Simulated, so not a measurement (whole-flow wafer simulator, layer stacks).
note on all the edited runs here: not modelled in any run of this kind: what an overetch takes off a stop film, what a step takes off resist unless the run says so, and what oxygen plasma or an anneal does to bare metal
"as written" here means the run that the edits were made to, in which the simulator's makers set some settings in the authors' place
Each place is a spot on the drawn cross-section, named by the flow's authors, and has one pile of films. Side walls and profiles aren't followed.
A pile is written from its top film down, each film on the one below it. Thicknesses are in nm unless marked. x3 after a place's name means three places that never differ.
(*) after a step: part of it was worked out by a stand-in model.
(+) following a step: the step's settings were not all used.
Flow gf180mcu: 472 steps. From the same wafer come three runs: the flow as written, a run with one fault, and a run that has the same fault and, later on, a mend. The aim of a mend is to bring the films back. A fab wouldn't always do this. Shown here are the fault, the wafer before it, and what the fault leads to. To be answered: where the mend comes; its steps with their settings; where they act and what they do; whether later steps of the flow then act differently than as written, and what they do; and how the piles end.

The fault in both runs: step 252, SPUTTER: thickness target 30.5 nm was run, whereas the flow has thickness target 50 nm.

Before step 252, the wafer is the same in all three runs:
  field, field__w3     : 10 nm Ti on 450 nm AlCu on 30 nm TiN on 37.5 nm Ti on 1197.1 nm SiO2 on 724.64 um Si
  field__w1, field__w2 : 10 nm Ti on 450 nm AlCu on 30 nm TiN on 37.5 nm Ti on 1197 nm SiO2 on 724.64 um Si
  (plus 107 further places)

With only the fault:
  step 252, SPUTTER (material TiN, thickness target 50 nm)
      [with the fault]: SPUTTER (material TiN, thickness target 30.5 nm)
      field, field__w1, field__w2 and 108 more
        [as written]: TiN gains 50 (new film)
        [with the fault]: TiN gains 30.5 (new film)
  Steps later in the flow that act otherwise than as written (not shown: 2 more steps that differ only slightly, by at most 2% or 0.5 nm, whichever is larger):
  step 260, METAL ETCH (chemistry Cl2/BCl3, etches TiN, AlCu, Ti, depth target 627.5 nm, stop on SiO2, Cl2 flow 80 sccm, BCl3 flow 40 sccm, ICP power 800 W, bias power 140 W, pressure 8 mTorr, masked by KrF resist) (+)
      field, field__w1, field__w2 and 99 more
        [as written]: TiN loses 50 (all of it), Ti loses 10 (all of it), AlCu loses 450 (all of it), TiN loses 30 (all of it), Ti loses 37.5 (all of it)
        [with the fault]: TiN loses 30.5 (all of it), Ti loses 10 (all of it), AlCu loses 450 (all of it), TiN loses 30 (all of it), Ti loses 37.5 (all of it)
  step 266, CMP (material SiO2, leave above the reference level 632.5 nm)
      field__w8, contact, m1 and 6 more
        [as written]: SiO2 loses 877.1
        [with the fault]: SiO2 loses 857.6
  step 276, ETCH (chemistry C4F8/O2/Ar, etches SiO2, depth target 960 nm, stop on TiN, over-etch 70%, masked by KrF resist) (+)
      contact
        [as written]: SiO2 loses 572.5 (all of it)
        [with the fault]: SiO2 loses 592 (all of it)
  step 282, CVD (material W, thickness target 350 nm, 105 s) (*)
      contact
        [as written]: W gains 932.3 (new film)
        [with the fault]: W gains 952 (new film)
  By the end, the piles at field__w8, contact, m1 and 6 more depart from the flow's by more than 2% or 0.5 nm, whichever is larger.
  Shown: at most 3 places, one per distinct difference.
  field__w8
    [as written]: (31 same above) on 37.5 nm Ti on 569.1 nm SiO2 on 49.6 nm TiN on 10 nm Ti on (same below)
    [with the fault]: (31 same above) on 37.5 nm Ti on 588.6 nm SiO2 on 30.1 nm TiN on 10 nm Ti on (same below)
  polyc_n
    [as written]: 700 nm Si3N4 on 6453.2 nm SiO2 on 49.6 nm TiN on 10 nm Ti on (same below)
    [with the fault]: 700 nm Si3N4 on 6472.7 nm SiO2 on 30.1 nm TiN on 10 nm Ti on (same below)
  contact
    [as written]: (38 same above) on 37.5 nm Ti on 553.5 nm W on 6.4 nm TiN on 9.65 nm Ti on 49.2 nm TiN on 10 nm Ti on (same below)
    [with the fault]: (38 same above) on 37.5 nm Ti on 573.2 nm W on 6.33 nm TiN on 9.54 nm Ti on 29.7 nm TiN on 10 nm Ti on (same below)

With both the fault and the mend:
  The mend follows step 252.
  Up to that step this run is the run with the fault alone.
  step 252a, SPUTTER (material TiN, thickness target 19.5 nm) (a further turn of the flow's step 252, with different settings)
      field, field__w1, field__w2 and 108 more
        TiN gains 19.5
  Later steps of the flow that are run all act as written at every place that is followed.
  By the end, the piles equal the flow's at every place that both follow.
